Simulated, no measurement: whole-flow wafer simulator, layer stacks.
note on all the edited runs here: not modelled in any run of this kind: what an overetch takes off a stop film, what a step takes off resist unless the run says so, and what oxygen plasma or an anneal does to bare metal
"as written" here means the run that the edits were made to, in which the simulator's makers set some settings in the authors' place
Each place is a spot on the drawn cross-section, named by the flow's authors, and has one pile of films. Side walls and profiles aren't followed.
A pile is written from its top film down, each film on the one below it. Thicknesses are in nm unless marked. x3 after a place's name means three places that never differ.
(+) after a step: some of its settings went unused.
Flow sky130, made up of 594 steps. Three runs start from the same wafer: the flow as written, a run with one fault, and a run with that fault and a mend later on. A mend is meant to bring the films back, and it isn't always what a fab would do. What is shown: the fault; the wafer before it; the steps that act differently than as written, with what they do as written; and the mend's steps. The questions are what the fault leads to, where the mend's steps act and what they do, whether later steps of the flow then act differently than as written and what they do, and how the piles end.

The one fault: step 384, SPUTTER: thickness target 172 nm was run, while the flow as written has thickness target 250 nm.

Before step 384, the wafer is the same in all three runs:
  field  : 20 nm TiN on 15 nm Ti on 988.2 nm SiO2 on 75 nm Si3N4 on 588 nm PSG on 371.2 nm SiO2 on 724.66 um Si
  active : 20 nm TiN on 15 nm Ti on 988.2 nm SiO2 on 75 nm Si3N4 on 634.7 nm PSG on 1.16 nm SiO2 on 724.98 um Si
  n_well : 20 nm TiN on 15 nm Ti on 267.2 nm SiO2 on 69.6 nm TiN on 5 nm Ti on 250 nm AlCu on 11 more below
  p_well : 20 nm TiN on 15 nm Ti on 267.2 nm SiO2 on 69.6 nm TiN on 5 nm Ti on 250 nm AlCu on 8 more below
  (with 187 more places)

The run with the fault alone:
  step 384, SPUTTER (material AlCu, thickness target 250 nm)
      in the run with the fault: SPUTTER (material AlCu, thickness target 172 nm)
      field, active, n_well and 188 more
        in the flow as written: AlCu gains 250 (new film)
        in the run with the fault: AlCu gains 172 (new film)
  Steps later in the flow that act otherwise than as written (4 more steps, not shown, differ only slightly: by at most 2% or 0.5 nm, whichever is larger):
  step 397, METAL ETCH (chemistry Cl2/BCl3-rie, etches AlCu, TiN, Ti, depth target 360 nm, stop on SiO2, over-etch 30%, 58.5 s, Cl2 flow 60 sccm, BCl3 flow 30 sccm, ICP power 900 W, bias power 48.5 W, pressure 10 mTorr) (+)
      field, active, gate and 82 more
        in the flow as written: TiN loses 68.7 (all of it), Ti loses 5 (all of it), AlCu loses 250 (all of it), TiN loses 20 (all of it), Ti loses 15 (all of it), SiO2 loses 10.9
        in the run with the fault: TiN loses 68.7 (all of it), Ti loses 5 (all of it), AlCu loses 172 (all of it), TiN loses 20 (all of it), Ti loses 15 (all of it), SiO2 loses 18.7
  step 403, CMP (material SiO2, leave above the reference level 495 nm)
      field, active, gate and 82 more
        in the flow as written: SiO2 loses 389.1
        in the run with the fault: SiO2 loses 459.3
  At n_well, p_well, gate_hv and 120 more, the piles at the end differ from the flow's by more than 2% or 0.5 nm, whichever is larger.
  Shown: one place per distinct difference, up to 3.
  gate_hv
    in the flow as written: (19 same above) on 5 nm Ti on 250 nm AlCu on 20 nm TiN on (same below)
    in the run with the fault: (19 same above) on 5 nm Ti on 172 nm AlCu on 20 nm TiN on (same below)
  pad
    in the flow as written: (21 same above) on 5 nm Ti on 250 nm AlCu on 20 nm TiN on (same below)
    in the run with the fault: (21 same above) on 5 nm Ti on 172 nm AlCu on 20 nm TiN on (same below)
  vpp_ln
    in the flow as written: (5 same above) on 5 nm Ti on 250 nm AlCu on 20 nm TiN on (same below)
    in the run with the fault: (5 same above) on 5 nm Ti on 172 nm AlCu on 20 nm TiN on (same below)

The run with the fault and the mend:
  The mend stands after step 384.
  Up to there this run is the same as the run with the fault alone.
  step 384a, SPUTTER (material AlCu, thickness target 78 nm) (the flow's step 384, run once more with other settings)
      field, active, n_well and 188 more
        AlCu gains 78
  Later steps of the flow that are run all act as written at every place that is followed.
  By the end, the piles equal the flow's at every place that both follow.
